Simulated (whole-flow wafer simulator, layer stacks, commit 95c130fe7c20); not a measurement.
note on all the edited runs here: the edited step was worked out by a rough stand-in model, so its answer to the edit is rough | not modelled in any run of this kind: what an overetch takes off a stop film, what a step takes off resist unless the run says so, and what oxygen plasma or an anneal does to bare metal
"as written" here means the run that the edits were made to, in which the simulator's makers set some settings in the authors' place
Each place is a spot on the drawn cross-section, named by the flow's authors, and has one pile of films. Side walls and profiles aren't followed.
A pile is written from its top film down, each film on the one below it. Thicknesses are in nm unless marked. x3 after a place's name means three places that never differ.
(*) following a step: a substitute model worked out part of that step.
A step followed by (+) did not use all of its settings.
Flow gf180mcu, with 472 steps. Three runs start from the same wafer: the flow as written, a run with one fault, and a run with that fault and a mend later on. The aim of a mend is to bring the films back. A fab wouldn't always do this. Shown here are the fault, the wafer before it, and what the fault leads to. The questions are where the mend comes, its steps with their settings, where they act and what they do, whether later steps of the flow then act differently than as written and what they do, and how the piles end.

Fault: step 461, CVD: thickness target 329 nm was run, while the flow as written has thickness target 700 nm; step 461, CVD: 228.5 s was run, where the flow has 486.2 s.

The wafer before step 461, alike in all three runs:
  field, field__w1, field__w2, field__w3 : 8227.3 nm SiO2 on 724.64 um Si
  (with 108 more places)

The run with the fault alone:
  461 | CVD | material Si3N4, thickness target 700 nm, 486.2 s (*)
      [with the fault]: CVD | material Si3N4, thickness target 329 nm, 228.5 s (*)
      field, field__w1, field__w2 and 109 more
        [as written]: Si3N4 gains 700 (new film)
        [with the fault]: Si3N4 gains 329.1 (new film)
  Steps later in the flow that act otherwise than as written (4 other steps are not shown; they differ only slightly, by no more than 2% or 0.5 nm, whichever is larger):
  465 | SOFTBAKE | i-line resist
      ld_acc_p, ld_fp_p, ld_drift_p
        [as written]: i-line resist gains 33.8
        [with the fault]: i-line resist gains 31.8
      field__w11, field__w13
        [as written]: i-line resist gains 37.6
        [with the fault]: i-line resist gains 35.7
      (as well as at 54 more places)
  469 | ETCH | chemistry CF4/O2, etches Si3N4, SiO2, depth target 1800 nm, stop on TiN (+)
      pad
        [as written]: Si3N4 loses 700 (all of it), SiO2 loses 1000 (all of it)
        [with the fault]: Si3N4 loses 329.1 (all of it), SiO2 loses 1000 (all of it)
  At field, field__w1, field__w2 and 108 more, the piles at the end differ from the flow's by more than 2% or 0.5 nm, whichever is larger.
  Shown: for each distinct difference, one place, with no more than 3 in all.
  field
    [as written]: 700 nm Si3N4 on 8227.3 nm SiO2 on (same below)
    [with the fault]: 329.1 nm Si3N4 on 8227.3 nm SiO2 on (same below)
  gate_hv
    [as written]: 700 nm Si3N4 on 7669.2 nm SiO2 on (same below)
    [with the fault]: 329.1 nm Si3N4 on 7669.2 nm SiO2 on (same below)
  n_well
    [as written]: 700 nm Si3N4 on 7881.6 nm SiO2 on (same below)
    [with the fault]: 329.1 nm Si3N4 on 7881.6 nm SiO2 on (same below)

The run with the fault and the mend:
  The mend stands after step 461.
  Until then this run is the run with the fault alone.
  461a | CVD | material Si3N4, thickness target 371 nm, 257.7 s (*) (a further turn of the flow's step 461, with different settings)
      field, field__w1, field__w2 and 109 more
        Si3N4 gains 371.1
  None of the later steps of the flow differs from how it acts as written, at any place that is followed, by more than 2% or 0.5 nm, whichever is larger.
  When the end is reached, the piles differ only a little from the flow's at the places that both follow, at most by 2% or 0.5 nm, whichever is larger.
